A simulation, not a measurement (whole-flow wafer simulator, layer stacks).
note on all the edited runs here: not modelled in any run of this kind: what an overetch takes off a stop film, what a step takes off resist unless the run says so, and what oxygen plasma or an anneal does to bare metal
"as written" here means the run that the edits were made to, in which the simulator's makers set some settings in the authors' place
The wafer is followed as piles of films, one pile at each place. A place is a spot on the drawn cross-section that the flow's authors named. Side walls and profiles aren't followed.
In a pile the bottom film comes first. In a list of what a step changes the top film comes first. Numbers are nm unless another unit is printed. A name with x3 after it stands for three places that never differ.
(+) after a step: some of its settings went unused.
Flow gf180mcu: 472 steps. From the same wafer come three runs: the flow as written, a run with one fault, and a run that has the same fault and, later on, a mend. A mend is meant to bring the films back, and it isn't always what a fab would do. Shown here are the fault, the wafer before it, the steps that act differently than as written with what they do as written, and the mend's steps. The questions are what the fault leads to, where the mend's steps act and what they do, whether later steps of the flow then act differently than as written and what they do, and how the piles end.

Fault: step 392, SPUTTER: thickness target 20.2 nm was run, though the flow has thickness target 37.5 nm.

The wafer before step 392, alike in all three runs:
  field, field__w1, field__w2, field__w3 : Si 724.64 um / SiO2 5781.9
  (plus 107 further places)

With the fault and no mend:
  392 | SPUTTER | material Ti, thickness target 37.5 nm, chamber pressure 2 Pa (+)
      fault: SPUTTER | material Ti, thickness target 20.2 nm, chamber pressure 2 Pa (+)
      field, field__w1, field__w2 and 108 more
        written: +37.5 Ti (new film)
        fault: +20.2 Ti (new film)
  Steps further on in the flow that do not act as written (1 other step is not shown; it differs only slightly, by no more than 2% or 0.5 nm, whichever is larger):
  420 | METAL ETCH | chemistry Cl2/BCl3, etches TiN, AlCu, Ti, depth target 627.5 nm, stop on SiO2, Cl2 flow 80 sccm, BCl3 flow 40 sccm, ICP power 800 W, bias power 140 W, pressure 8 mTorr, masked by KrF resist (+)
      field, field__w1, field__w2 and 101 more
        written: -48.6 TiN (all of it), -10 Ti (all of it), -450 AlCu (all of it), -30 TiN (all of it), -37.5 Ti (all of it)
        fault: -48.6 TiN (all of it), -10 Ti (all of it), -450 AlCu (all of it), -30 TiN (all of it), -20.2 Ti (all of it)
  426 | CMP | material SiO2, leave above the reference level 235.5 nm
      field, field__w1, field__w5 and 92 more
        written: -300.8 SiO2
        fault: -318.1 SiO2
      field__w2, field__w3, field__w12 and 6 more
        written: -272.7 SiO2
        fault: -290.8 SiO2
  By the end, the piles at field__w4, field__w8, contact, m1, m1__w1, mim, mim_1p0, m1_nw depart from the flow's by more than 2% or 0.5 nm, whichever is larger.
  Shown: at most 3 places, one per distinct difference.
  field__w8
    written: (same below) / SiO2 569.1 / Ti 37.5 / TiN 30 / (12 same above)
    fault: (same below) / SiO2 569.1 / Ti 20.2 / TiN 30 / (12 same above)
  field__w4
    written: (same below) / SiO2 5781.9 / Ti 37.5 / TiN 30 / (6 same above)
    fault: (same below) / SiO2 5781.9 / Ti 20.2 / TiN 30 / (6 same above)
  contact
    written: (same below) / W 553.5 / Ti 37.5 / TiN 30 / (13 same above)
    fault: (same below) / W 553.5 / Ti 20.2 / TiN 30 / (13 same above)

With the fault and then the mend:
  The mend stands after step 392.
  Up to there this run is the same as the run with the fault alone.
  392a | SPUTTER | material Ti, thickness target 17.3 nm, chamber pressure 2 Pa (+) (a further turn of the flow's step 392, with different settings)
      field, field__w1, field__w2 and 108 more
        +17.3 Ti
  Every later step of the flow that is run acts as written at every place that is followed.
  The piles end the same as the flow's at every place that both follow.
